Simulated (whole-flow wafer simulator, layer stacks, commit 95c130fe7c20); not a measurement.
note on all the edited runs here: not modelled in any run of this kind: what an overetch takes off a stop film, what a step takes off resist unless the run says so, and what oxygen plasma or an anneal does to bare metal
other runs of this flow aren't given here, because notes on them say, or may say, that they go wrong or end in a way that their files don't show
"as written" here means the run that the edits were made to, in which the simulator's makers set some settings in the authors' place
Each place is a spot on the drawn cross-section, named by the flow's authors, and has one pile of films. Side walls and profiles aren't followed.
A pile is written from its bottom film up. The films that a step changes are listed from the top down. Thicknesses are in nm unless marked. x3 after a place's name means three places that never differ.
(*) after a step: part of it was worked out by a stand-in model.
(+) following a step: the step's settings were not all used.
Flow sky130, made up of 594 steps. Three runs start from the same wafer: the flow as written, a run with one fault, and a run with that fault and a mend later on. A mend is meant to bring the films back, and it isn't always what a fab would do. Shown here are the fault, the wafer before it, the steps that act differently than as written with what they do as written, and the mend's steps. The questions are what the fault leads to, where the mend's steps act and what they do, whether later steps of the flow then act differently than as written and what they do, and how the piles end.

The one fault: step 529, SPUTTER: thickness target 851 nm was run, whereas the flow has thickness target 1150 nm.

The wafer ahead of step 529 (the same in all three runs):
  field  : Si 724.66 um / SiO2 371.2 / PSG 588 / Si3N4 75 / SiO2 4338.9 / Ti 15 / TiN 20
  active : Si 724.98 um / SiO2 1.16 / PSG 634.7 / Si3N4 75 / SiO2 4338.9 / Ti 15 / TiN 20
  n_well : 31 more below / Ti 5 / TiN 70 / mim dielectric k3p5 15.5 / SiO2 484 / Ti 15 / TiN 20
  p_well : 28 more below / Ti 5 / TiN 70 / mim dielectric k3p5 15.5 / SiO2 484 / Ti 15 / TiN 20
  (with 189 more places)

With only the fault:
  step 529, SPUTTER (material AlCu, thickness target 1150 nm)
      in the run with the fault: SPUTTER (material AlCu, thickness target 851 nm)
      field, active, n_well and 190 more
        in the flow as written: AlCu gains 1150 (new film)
        in the run with the fault: AlCu gains 851 (new film)
  Steps further on in the flow that do not act as written (3 more steps, not shown, differ only slightly: by at most 2% or 0.5 nm, whichever is larger):
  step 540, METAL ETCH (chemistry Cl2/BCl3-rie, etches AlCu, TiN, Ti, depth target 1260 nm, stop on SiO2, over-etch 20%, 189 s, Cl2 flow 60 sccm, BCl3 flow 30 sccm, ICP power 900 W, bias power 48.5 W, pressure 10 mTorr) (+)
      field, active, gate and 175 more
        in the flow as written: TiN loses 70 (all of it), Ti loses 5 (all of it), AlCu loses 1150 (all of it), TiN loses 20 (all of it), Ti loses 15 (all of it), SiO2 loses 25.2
        in the run with the fault: TiN loses 70 (all of it), Ti loses 5 (all of it), AlCu loses 851 (all of it), TiN loses 20 (all of it), Ti loses 15 (all of it), SiO2 loses 55.1
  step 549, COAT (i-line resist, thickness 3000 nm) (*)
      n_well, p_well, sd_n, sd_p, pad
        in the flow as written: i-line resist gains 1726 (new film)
        in the run with the fault: i-line resist gains 1992.9 (new film)
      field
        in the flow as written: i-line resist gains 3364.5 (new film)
        in the run with the fault: i-line resist gains 3285.5 (new film)
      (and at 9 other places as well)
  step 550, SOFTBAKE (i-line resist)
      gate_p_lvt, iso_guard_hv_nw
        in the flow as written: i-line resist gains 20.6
        in the run with the fault: i-line resist gains 15.2
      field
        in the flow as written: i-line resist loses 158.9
        in the run with the fault: i-line resist loses 130.1
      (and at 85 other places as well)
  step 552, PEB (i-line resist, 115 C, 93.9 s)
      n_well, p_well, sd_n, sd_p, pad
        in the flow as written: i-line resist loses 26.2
        in the run with the fault: i-line resist loses 30.7
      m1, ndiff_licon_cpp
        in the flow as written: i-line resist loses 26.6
        in the run with the fault: i-line resist loses 31
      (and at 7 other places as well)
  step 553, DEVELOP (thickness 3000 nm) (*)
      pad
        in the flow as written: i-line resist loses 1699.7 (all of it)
        in the run with the fault: i-line resist loses 1962.2 (all of it)
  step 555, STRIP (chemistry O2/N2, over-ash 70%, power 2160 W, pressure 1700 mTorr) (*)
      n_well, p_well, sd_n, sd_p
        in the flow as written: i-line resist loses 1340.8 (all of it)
        in the run with the fault: i-line resist loses 1603.3 (all of it)
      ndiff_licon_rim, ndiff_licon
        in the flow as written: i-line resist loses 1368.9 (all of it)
        in the run with the fault: i-line resist loses 1624.5 (all of it)
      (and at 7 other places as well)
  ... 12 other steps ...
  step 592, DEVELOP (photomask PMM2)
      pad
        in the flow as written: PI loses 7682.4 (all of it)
        in the run with the fault: PI loses 7951.5 (all of it)
  At n_well, p_well, gate_hv and 102 more, the piles at the end differ from the flow's by more than 2% or 0.5 nm, whichever is larger.
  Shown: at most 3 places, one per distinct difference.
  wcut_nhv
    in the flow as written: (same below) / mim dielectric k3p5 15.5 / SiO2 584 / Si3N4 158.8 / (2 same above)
    in the run with the fault: (same below) / mim dielectric k3p5 15.5 / SiO2 554.1 / Si3N4 158.8 / (2 same above)
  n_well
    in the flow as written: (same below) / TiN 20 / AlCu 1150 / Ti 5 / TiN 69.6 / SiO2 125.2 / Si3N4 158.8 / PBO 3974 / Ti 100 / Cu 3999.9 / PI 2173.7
    in the run with the fault: (same below) / TiN 20 / AlCu 851 / Ti 5 / TiN 69.6 / SiO2 125.2 / Si3N4 158.8 / PBO 4188.9 / Ti 100 / Cu 3999.9 / PI 2208.9
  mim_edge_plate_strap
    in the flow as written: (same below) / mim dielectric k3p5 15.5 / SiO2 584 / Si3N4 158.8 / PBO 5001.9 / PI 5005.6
    in the run with the fault: (same below) / mim dielectric k3p5 15.5 / SiO2 554.1 / Si3N4 158.8 / PBO 5001.5 / PI 5005.9

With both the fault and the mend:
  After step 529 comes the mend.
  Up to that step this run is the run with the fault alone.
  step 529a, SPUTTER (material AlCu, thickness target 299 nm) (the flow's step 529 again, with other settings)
      field, active, n_well and 190 more
        AlCu gains 299
  None of the later steps of the flow acts differently than as written at any place that is followed.
  By the end, the piles equal the flow's at every place that both follow.
